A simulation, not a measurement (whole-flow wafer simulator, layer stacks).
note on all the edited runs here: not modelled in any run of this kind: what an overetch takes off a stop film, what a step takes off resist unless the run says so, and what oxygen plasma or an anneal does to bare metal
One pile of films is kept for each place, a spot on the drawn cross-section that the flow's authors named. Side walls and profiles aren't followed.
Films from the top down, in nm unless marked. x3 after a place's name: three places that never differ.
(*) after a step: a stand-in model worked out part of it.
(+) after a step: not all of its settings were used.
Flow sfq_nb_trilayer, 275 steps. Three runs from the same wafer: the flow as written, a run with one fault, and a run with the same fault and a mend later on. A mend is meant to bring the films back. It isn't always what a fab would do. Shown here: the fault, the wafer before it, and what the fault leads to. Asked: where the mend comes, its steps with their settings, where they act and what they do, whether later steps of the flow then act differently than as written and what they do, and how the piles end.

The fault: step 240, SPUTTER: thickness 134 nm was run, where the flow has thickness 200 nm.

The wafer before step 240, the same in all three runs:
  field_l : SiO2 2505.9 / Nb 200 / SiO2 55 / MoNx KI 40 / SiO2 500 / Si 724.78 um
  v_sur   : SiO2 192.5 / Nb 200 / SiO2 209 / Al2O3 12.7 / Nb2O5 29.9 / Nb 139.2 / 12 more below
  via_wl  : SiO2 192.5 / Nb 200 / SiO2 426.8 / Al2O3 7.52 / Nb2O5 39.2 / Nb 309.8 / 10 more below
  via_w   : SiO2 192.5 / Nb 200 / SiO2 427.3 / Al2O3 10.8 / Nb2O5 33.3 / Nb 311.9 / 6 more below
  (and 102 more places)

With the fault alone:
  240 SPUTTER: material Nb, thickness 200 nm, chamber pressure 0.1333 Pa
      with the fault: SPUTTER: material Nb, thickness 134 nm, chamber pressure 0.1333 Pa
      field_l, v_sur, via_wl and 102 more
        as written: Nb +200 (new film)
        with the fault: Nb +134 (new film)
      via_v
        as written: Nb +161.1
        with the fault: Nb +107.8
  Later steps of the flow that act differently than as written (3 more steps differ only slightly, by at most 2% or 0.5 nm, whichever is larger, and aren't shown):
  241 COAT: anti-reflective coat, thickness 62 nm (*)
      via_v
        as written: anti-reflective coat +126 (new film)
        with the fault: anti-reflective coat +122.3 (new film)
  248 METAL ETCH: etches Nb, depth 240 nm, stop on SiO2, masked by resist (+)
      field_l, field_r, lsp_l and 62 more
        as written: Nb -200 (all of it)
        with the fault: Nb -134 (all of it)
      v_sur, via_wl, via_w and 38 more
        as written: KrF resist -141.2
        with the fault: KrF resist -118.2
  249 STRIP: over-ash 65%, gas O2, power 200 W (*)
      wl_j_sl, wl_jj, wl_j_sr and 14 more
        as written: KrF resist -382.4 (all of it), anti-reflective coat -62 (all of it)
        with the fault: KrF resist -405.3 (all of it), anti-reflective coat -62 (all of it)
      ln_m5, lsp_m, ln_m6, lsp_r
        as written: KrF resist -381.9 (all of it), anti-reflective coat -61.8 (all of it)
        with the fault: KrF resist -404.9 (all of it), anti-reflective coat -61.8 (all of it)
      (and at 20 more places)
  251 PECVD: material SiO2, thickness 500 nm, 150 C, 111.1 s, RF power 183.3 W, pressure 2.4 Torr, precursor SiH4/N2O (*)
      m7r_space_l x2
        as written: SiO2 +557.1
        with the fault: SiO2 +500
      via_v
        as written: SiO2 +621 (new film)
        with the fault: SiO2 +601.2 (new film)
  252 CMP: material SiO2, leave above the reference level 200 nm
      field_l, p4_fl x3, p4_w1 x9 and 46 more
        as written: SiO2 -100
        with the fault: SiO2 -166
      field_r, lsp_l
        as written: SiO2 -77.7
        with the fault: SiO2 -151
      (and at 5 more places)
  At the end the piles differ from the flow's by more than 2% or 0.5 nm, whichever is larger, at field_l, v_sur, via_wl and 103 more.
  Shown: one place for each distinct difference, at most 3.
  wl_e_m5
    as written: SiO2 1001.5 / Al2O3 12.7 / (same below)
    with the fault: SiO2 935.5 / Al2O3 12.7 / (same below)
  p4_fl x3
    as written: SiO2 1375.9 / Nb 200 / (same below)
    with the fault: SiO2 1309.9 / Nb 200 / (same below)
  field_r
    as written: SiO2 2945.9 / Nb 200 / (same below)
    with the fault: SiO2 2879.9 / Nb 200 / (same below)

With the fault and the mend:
  The mend comes after step 246.
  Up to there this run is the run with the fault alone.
  246a STRIP: over-ash 65%, gas O2, power 200 W (*)
      p4_fl x3, p4_w1 x9, p4_g1 x2 and 46 more
        anti-reflective coat -62 (all of it)
      wl_j_sl, wl_jj, wl_j_sr and 14 more
        KrF resist -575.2 (all of it), anti-reflective coat -62 (all of it)
      field_r, lsp_l, l0_sur, l0v
        anti-reflective coat -61.8 (all of it)
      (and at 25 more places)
  246b SPUTTER: material Nb, thickness 66 nm, chamber pressure 0.1333 Pa (the flow's step 240 once more, with other settings)
      field_l, v_sur, via_wl and 102 more
        Nb +66
      via_v
        Nb +49.7
  246c COAT: anti-reflective coat, thickness 62 nm (*) (the flow's step 241 once more)
      p4_fl x3, p4_w1 x9, p4_g1 x2 and 63 more
        anti-reflective coat +62 (new film)
      field_r, lsp_l, ln_m5, lsp_m, ln_m6, lsp_r, l0_sur, l0v
        anti-reflective coat +61.8 (new film)
      be_r, r_sur, res, r_end, moat
        anti-reflective coat +61.7 (new film)
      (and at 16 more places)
  246d COAT: KrF resist, thickness 600 nm (*) (the flow's step 242 once more)
      p4_fl x3, p4_w1 x9, p4_g1 x2 and 63 more
        KrF resist +600 (new film)
      field_r, lsp_l, ln_m5, lsp_m, ln_m6, l0v
        KrF resist +599.5 (new film)
      r_end, moat
        KrF resist +599.4 (new film)
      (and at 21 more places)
  246e SOFTBAKE: KrF resist (the flow's step 243 once more)
      changes no film at any place that is followed
  246f EXPOSE: photomask M7, dose 12.21 mJ/cm2, NA 0.6, wavelength 248 nm (*) (the flow's step 244 once more)
      changes no film at any place that is followed
  246g PEB: KrF resist, 90 s (the flow's step 245 once more)
      field_l, v_sur, via_wl and 97 more
        KrF resist -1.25
      via_w, via_wr, wire, be
        KrF resist -1.24
      via_sp
        KrF resist -1.23
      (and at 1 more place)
  246h DEVELOP: KrF resist, thickness 600 nm, 60 s (the flow's step 246 once more)
      p4_fl x3, p4_w1 x9, p4_g1 x2 and 46 more
        KrF resist -598.7 (all of it)
      v_sur, via_wl, via_w and 38 more
        KrF resist -23.5
      field_r, lsp_l
        KrF resist -598.2 (all of it)
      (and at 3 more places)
  No later step of the flow acts differently than as written, at any place that is followed, by more than 2% or 0.5 nm, whichever is larger.
  At the end the piles differ from the flow's only slightly at the places that both follow, by at most 2% or 0.5 nm, whichever is larger.
